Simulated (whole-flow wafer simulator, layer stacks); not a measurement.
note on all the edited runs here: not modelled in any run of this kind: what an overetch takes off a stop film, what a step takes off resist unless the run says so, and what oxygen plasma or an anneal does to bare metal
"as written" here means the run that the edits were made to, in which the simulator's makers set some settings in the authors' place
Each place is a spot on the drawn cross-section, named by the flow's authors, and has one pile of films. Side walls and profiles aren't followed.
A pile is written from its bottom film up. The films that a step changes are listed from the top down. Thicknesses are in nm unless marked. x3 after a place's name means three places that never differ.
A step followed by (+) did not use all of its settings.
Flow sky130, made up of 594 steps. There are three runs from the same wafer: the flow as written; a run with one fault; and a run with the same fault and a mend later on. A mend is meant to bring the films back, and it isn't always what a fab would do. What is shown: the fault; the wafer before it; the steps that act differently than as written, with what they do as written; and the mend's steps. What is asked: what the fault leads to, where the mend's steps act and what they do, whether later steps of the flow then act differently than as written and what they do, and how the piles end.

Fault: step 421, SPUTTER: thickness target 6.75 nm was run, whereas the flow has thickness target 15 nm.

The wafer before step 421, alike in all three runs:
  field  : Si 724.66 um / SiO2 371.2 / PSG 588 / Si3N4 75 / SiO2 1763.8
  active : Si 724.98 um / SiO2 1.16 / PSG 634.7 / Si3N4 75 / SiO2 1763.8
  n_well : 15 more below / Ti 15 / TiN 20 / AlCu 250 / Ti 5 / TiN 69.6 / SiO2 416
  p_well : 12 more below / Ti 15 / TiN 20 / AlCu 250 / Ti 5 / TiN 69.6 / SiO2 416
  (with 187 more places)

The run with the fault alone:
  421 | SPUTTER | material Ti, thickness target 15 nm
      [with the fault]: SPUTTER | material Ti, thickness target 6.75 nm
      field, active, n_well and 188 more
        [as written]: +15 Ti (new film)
        [with the fault]: +6.75 Ti (new film)
  Later steps of the flow acting differently than as written (7 more steps, not shown, differ only slightly: by at most 2% or 0.5 nm, whichever is larger):
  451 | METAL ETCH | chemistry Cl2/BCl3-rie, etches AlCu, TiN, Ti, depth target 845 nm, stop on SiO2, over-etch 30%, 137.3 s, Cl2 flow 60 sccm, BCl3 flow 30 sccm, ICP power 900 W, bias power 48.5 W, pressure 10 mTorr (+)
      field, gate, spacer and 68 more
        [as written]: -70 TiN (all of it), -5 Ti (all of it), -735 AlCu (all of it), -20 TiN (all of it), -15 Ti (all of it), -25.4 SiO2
        [with the fault]: -70 TiN (all of it), -5 Ti (all of it), -735 AlCu (all of it), -20 TiN (all of it), -6.75 Ti (all of it), -26.2 SiO2
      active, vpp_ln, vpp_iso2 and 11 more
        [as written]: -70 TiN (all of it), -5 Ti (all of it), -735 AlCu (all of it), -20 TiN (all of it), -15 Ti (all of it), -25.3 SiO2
        [with the fault]: -70 TiN (all of it), -5 Ti (all of it), -735 AlCu (all of it), -20 TiN (all of it), -6.75 Ti (all of it), -26.2 SiO2
  The piles end different from the flow's at n_well, p_well, gate_hv and 104 more by more than 2% or 0.5 nm, whichever is larger.
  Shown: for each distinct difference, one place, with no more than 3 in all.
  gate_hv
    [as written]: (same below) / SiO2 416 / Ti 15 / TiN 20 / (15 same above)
    [with the fault]: (same below) / SiO2 416 / Ti 6.75 / TiN 20 / (15 same above)
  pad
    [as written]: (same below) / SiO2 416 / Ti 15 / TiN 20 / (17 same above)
    [with the fault]: (same below) / SiO2 416 / Ti 6.75 / TiN 20 / (17 same above)
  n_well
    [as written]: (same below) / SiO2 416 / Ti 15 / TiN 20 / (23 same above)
    [with the fault]: (same below) / SiO2 416 / Ti 6.75 / TiN 20 / (23 same above)

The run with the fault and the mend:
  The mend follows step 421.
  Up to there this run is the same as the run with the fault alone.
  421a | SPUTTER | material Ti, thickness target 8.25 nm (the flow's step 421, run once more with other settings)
      field, active, n_well and 188 more
        +8.25 Ti
  None of the later steps of the flow acts differently than as written at any place that is followed.
  At every place that both follow, the piles at the end match the flow's.
